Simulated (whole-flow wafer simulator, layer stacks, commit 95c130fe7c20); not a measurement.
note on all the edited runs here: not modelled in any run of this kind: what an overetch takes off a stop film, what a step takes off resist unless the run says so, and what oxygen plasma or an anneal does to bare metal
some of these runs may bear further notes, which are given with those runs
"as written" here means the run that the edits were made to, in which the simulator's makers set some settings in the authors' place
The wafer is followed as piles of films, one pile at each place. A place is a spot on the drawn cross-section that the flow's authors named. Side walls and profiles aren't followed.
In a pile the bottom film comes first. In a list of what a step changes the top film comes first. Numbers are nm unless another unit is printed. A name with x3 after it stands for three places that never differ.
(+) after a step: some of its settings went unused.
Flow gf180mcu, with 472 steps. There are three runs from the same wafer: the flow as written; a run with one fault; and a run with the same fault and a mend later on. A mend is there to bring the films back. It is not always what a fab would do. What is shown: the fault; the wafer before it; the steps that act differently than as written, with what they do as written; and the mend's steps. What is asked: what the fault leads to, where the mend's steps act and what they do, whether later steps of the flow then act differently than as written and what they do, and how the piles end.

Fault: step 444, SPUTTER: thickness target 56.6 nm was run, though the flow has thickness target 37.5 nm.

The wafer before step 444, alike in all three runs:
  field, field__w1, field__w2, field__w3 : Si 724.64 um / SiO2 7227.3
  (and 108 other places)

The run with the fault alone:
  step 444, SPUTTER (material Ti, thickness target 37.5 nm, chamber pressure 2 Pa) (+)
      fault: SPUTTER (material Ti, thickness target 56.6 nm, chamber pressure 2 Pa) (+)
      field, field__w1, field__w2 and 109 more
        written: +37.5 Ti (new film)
        fault: +56.6 Ti (new film)
  Steps later in the flow that act otherwise than as written (not shown: 4 more steps that differ only slightly, by at most 2% or 0.5 nm, whichever is larger):
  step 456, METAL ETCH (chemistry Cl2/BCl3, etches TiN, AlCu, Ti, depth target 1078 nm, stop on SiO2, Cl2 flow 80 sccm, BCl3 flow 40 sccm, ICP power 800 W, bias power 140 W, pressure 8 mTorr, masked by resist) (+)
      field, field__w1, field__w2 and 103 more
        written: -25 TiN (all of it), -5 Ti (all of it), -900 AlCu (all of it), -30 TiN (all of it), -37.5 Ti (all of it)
        fault: -25 TiN (all of it), -5 Ti (all of it), -900 AlCu (all of it), -30 TiN (all of it), -56.6 Ti (all of it)
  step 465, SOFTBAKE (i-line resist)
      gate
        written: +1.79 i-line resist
        fault: -0.21 i-line resist
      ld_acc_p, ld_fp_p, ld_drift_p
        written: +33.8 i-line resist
        fault: +27.7 i-line resist
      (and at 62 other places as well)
  The piles end different from the flow's at field__w8, contact, m1, m1__w1, pad, m1_nw by more than 2% or 0.5 nm, whichever is larger.
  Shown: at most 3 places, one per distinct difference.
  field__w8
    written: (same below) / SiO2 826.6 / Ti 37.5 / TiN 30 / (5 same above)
    fault: (same below) / SiO2 826.6 / Ti 56.6 / TiN 30 / (5 same above)
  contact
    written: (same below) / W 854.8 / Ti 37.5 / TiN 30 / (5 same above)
    fault: (same below) / W 854.8 / Ti 56.6 / TiN 30 / (5 same above)
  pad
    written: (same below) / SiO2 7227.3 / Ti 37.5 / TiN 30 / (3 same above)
    fault: (same below) / SiO2 7227.3 / Ti 56.6 / TiN 30 / (3 same above)

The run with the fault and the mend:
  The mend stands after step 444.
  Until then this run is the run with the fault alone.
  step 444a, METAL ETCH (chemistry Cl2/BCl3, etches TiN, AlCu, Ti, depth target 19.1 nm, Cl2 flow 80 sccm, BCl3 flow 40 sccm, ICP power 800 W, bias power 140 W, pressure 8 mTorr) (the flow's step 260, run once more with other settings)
      field, field__w1, field__w2 and 109 more
        -19.1 Ti
  None of the later steps of the flow acts differently than as written at any place that is followed.
  The piles end the same as the flow's at every place that both follow.
